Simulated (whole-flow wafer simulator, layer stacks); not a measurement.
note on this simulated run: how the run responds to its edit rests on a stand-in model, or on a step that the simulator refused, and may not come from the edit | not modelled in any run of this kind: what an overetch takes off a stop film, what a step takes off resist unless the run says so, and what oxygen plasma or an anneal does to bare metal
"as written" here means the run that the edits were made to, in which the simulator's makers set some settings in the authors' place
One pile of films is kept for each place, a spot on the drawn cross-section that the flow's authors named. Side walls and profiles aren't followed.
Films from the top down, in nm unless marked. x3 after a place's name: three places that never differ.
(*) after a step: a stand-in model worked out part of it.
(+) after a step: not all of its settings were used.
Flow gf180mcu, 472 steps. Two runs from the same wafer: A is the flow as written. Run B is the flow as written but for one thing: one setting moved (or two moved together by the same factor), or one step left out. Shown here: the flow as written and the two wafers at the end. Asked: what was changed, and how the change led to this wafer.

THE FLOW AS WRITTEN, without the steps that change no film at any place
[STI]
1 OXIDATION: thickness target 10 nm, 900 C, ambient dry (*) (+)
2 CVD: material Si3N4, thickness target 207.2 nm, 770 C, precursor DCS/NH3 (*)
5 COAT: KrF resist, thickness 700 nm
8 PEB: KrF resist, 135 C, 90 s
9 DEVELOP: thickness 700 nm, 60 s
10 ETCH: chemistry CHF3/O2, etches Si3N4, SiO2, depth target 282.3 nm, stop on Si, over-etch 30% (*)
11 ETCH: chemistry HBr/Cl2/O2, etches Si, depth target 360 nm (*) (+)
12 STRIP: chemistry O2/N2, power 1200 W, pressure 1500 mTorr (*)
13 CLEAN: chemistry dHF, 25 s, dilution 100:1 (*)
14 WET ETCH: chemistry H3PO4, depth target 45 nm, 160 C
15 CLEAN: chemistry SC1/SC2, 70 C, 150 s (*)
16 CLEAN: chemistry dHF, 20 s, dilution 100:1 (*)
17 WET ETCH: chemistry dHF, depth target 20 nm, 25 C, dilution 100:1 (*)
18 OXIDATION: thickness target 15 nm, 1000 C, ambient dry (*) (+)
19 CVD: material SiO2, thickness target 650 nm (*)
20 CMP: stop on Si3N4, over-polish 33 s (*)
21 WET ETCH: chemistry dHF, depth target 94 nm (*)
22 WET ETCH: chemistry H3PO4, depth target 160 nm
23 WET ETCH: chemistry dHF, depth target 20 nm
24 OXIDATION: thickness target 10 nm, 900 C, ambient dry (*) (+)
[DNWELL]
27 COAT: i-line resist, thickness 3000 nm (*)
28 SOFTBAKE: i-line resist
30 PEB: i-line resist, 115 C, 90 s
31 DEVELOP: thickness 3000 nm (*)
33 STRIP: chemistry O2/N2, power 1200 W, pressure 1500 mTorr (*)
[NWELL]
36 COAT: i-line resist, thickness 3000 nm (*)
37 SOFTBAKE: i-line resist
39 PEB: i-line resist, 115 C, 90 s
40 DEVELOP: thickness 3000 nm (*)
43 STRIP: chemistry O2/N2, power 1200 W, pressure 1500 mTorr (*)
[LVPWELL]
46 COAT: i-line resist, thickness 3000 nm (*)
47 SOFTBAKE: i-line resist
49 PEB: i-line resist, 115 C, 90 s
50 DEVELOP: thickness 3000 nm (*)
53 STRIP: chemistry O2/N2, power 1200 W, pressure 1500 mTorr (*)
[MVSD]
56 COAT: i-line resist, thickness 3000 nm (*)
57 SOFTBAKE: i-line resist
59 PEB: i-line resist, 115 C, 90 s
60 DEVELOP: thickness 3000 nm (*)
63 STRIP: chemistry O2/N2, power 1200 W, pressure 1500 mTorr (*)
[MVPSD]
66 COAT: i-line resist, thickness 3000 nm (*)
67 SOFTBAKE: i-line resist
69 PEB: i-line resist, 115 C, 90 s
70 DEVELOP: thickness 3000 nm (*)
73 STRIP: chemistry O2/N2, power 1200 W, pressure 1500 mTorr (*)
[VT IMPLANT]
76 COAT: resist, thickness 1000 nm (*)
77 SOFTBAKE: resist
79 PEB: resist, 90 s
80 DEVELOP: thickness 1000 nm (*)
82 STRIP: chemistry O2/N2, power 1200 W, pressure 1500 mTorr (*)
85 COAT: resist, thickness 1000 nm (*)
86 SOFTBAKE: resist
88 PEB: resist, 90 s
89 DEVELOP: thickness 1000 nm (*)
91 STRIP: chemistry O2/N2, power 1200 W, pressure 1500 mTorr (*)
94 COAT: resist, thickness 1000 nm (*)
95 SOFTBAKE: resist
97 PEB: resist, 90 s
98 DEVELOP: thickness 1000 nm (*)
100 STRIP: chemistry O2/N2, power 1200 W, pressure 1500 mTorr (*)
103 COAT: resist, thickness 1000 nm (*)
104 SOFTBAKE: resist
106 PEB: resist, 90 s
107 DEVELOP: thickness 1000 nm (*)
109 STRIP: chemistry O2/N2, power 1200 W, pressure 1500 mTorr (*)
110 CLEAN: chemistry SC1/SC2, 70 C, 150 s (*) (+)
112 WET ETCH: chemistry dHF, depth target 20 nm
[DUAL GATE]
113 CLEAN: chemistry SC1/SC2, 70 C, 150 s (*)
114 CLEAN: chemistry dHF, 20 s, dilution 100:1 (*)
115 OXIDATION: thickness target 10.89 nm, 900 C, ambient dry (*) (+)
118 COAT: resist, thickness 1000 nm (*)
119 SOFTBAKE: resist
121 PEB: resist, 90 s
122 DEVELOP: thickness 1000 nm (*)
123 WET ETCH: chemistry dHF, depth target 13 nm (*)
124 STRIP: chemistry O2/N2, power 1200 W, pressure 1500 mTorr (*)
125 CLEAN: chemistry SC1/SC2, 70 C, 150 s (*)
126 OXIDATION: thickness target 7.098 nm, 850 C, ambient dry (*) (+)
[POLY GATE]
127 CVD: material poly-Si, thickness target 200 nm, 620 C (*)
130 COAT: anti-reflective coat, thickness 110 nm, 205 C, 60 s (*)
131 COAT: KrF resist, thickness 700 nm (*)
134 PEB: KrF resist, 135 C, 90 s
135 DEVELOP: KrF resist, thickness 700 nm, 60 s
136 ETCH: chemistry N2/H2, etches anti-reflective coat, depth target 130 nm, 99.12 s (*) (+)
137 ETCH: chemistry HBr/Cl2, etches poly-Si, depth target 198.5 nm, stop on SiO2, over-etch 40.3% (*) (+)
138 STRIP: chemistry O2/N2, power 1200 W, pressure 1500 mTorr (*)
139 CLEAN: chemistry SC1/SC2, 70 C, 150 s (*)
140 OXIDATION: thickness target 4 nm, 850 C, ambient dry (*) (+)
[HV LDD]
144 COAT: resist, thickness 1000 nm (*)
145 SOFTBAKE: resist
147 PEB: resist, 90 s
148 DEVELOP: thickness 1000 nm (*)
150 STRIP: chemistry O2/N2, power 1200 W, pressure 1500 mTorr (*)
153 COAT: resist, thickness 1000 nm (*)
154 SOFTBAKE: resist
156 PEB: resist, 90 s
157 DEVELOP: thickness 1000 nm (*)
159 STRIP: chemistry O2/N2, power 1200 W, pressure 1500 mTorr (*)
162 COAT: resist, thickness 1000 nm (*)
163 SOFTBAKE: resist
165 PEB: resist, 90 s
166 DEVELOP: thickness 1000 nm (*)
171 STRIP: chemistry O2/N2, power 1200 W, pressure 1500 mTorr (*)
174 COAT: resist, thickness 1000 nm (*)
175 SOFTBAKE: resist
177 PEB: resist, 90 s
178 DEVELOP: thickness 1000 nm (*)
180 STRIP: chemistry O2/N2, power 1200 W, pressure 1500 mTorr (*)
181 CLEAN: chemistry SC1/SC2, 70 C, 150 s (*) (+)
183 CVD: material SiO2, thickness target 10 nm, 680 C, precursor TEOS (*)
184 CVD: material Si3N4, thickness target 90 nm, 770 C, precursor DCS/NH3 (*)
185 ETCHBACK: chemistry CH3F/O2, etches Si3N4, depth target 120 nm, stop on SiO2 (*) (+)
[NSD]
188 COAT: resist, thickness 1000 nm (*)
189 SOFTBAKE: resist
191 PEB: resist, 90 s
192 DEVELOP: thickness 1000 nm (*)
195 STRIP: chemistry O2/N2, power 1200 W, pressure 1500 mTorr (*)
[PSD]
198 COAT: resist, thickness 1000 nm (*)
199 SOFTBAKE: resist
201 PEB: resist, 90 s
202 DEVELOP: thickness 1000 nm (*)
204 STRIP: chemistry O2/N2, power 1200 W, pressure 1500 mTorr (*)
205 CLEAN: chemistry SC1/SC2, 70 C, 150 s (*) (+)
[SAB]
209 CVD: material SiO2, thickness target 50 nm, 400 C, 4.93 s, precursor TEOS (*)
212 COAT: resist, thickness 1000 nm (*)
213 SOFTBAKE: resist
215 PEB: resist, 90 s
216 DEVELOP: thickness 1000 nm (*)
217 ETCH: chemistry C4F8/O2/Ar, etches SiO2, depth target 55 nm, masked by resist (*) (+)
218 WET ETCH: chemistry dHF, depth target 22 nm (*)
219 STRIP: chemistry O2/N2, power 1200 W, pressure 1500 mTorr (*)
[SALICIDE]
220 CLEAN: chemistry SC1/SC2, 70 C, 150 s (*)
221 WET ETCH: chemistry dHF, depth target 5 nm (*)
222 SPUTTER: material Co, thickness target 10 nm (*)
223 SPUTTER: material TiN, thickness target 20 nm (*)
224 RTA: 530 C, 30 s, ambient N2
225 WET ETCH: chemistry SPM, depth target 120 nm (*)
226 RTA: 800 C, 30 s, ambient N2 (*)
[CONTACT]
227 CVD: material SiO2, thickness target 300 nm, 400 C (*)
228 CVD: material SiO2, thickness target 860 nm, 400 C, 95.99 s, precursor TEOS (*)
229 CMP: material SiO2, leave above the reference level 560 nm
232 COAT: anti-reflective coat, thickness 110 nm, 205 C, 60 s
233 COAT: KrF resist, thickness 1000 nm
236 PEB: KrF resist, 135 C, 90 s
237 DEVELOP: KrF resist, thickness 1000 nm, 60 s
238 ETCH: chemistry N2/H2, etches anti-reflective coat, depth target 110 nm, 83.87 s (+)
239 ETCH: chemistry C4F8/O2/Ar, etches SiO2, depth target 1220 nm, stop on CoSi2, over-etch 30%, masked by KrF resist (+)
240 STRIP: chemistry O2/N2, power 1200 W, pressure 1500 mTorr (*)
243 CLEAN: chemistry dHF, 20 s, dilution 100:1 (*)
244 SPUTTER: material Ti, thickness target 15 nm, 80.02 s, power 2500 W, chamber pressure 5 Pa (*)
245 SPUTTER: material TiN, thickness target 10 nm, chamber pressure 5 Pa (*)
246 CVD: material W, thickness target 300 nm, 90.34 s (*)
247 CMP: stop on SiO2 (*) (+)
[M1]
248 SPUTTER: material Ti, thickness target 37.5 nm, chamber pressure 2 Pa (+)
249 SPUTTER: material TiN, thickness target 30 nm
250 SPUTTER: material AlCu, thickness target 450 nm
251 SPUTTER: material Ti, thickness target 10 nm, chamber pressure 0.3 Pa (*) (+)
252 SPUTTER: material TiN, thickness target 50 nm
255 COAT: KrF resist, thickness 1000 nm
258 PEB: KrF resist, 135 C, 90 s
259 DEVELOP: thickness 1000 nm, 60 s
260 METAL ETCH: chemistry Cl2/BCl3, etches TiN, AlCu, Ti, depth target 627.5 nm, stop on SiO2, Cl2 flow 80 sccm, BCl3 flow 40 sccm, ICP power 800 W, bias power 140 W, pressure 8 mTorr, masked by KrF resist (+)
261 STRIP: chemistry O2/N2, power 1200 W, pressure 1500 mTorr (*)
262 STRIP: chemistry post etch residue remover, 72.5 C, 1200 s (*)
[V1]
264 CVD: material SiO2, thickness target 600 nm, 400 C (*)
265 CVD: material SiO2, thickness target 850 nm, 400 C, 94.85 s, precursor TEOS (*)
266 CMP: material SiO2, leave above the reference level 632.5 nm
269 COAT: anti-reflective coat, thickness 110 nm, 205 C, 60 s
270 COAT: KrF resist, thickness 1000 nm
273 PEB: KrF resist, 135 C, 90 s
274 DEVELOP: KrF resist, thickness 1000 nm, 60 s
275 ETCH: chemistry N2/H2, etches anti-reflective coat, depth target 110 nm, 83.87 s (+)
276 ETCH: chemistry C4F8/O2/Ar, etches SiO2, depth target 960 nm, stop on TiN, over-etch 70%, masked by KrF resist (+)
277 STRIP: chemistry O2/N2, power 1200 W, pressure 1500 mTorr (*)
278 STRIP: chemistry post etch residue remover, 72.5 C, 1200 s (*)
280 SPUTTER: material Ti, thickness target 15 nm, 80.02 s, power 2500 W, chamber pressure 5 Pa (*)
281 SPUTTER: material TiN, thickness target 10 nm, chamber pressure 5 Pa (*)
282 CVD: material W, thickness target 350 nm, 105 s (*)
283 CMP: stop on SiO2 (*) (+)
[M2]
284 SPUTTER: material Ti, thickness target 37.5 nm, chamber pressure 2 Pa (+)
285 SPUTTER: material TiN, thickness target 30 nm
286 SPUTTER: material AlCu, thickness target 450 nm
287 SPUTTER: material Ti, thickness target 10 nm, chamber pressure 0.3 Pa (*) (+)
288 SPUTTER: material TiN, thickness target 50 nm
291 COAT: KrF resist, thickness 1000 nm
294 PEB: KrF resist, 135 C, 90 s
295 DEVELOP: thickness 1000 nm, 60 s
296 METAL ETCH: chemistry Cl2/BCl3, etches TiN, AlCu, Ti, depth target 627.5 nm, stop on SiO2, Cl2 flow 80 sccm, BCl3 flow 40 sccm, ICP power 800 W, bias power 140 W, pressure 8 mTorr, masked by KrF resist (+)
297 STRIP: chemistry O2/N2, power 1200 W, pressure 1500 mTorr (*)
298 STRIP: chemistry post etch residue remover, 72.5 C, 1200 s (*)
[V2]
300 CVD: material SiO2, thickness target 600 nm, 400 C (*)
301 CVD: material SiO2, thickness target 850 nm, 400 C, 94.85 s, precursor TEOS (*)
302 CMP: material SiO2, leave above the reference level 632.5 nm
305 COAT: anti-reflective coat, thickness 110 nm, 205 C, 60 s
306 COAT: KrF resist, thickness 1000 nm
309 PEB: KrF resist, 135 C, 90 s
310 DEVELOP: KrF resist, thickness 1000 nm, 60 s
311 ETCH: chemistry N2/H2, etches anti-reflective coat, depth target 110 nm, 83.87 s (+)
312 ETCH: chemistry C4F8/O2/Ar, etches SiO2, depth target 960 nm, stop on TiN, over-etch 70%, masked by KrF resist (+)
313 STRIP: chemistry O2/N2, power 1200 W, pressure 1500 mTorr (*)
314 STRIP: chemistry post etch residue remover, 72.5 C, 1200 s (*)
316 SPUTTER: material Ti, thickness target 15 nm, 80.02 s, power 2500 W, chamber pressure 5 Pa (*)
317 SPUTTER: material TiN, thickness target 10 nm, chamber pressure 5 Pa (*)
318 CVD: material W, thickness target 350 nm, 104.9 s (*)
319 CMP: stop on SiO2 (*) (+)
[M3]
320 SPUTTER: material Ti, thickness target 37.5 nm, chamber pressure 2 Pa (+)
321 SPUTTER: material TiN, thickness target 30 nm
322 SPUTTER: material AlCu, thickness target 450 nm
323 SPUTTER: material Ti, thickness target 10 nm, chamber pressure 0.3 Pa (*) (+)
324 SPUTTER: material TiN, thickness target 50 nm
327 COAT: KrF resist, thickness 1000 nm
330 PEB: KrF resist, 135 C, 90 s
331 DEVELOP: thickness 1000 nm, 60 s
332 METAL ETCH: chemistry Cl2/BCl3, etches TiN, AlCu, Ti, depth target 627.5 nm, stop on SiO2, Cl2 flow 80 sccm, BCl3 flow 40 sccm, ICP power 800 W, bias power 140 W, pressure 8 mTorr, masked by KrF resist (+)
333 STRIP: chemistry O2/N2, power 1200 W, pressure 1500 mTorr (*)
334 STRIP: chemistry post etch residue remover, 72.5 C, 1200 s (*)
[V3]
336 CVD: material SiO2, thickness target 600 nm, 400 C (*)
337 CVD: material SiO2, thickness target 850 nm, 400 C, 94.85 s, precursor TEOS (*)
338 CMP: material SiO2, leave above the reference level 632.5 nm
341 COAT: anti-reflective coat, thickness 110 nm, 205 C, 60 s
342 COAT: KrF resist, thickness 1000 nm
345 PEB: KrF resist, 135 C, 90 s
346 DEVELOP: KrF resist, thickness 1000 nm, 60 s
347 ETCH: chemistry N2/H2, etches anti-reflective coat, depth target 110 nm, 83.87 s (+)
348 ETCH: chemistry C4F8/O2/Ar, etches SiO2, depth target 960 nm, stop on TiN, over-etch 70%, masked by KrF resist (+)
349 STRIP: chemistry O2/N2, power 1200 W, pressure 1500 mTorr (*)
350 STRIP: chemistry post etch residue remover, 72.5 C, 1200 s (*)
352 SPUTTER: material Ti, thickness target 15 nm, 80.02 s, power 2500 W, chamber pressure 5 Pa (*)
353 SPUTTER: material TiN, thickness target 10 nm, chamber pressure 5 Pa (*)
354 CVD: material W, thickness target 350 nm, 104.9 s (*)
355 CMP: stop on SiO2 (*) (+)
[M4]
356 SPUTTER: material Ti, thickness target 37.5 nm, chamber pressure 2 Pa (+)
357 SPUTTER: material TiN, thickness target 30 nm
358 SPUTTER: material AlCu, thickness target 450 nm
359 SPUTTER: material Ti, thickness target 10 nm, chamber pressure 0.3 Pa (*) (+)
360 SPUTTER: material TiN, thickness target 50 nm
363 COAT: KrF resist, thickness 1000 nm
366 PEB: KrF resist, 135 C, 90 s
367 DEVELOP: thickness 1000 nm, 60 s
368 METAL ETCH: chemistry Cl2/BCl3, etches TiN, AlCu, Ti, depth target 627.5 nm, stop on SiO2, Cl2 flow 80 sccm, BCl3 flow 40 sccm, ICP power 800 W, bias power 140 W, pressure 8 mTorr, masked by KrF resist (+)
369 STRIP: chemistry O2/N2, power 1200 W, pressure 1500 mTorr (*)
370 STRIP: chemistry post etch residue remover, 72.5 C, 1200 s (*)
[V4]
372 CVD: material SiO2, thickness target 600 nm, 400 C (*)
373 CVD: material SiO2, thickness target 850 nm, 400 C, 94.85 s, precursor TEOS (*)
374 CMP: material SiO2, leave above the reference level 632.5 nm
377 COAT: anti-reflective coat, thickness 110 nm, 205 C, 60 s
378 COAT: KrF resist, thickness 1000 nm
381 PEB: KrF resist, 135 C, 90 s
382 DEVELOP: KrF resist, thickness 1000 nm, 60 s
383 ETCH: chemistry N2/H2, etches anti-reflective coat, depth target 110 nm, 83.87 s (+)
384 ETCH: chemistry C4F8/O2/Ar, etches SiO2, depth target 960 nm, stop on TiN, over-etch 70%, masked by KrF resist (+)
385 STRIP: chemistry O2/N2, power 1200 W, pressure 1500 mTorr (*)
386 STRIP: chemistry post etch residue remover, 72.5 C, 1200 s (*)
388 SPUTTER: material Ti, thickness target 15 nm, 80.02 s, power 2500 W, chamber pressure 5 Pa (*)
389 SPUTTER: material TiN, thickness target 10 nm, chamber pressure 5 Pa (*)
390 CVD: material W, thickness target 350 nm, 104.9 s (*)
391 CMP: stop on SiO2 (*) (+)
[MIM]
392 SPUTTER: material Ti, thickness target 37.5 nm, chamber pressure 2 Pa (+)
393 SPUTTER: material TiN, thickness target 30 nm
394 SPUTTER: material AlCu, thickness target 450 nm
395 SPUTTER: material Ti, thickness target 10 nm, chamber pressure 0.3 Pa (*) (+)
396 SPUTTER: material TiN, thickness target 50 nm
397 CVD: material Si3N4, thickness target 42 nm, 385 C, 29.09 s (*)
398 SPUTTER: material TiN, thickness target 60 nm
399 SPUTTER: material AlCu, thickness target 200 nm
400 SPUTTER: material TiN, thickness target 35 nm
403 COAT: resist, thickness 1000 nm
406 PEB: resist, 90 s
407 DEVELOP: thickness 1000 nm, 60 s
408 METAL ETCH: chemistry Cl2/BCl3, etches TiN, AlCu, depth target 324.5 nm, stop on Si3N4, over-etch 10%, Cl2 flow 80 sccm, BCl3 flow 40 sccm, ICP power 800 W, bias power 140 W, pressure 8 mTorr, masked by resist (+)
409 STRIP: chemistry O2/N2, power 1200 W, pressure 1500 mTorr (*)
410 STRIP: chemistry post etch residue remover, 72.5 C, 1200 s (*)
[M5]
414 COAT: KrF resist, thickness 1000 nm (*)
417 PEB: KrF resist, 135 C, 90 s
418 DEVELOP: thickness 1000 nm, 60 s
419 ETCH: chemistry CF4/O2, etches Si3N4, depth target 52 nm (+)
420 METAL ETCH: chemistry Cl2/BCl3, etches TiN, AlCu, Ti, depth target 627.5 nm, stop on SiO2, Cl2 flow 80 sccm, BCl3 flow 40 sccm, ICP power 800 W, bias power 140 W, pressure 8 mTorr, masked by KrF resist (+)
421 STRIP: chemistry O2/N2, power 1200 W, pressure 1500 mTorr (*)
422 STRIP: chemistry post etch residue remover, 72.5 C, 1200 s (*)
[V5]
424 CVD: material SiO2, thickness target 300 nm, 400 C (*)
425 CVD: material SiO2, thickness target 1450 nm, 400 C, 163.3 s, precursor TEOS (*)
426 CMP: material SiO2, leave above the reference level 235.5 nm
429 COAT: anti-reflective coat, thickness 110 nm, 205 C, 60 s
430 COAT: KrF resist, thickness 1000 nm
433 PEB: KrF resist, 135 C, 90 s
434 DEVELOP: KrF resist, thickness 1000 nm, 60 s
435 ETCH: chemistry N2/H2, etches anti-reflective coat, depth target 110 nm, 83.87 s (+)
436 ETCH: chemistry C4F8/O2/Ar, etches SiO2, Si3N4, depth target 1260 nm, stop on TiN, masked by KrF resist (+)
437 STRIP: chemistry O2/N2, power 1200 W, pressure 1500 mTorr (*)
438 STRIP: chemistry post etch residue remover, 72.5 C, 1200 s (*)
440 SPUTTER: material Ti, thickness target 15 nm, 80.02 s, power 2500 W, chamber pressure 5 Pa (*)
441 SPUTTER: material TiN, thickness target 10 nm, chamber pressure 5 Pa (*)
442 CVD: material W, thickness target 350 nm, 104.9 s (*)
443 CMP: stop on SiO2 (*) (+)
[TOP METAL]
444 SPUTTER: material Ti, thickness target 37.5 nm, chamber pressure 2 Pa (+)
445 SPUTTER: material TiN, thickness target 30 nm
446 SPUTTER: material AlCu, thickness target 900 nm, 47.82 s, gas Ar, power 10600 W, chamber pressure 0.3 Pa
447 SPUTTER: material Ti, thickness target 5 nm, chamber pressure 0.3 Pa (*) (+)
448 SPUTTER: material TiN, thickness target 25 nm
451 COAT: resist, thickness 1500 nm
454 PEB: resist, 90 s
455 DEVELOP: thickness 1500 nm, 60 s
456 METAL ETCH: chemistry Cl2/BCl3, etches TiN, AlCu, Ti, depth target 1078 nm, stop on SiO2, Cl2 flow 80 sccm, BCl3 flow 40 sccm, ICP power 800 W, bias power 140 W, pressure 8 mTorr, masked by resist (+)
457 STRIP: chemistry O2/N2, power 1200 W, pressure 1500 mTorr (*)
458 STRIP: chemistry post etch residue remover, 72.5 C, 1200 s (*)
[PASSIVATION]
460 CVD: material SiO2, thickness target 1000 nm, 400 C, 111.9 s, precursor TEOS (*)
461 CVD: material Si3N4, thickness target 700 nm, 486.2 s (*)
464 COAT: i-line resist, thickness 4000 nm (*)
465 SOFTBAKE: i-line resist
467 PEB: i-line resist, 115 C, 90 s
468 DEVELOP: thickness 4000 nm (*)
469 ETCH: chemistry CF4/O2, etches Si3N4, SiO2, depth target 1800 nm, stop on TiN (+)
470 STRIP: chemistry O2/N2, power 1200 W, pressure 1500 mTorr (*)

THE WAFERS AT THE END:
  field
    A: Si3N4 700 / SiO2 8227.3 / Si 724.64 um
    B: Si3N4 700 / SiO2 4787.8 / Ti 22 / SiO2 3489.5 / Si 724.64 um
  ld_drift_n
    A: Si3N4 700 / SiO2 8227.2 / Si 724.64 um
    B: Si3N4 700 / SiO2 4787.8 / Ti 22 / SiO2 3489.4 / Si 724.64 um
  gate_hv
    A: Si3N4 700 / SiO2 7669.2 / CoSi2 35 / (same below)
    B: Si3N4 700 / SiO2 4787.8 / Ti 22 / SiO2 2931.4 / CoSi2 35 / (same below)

The cause: step 322, SPUTTER: thickness target 522 nm was run, where the flow has thickness target 450 nm.

How the change led to this, step by step:
  322 SPUTTER: material AlCu, thickness target 450 nm
      field, field__w1, field__w2 and 108 more: A AlCu +450 (new film) | B AlCu +522 (new film)
  332 METAL ETCH: chemistry Cl2/BCl3, etches TiN, AlCu, Ti, depth target 627.5 nm, stop on SiO2, Cl2 flow 80 sccm, BCl3 flow 40 sccm, ICP power 800 W, bias power 140 W, pressure 8 mTorr, masked by KrF resist (+)
      field, field__w1, field__w2 and 103 more: A TiN -50 (all of it), Ti -10 (all of it), AlCu -450 (all of it), TiN -30 (all of it), Ti -37.5 (all of it) | B TiN -50 (all of it), Ti -10 (all of it), AlCu -522 (all of it), TiN -30 (all of it), Ti -15.5
  336 CVD: material SiO2, thickness target 600 nm, 400 C (*)
      field, field__w1, field__w2 and 103 more: A SiO2 +600 | B SiO2 +600 (new film)
  338 CMP: material SiO2, leave above the reference level 632.5 nm
      field, field__w1, field__w2 and 103 more: A SiO2 -300 | B SiO2 -250
Counting metal films that touch as one body, field has 1 body; the flow as written gives 0 bodies.
Counting metal films that touch as one body, ld_drift_n has 1 body; the flow as written gives 0 bodies.
Counting metal films that touch as one body, gate_hv has 2 bodies (between them, from the top down: SiO2 2931.4); the flow as written gives 1 body.
